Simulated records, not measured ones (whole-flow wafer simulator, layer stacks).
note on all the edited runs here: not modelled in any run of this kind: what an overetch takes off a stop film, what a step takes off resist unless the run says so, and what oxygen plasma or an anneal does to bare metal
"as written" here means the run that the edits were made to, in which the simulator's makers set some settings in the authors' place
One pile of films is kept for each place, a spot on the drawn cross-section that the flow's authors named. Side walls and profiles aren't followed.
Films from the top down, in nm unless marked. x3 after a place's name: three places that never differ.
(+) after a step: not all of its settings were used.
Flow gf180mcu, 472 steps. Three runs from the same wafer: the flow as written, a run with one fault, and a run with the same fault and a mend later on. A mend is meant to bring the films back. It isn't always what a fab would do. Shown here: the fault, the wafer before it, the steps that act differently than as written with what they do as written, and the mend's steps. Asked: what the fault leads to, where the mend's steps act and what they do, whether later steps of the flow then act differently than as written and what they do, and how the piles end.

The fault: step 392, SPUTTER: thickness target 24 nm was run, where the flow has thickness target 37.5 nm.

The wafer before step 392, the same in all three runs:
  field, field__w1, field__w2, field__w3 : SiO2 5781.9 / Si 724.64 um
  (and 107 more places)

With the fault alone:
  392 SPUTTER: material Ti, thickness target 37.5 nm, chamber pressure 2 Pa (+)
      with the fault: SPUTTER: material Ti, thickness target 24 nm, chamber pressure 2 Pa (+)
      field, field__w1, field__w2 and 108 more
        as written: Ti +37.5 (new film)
        with the fault: Ti +24 (new film)
  Later steps of the flow that act differently than as written (1 more step differs only slightly, by at most 2% or 0.5 nm, whichever is larger, and isn't shown):
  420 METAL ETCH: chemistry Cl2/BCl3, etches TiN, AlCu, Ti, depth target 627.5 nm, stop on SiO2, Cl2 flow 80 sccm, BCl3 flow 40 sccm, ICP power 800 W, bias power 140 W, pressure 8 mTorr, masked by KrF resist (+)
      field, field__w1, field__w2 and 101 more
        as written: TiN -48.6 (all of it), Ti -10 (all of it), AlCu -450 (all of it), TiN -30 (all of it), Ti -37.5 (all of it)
        with the fault: TiN -48.6 (all of it), Ti -10 (all of it), AlCu -450 (all of it), TiN -30 (all of it), Ti -24 (all of it)
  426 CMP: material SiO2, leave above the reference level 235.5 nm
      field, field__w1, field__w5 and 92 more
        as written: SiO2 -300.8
        with the fault: SiO2 -314.3
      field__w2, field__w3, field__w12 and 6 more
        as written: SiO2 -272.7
        with the fault: SiO2 -286.8
  At the end the piles differ from the flow's by more than 2% or 0.5 nm, whichever is larger, at field__w4, field__w8, contact, m1, m1__w1, mim, mim_1p0, m1_nw.
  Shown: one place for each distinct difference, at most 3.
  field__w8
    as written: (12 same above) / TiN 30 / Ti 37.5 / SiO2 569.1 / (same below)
    with the fault: (12 same above) / TiN 30 / Ti 24 / SiO2 569.1 / (same below)
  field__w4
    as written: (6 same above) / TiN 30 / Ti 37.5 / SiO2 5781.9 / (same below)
    with the fault: (6 same above) / TiN 30 / Ti 24 / SiO2 5781.9 / (same below)
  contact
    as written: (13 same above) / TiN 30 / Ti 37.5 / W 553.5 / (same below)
    with the fault: (13 same above) / TiN 30 / Ti 24 / W 553.5 / (same below)

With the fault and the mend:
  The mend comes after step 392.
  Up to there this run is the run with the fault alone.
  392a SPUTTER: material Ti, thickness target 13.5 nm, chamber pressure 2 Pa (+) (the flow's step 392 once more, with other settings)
      field, field__w1, field__w2 and 108 more
        Ti +13.5
  No later step of the flow acts differently than as written at any place that is followed.
  At the end the piles are the same as the flow's at every place that both follow.
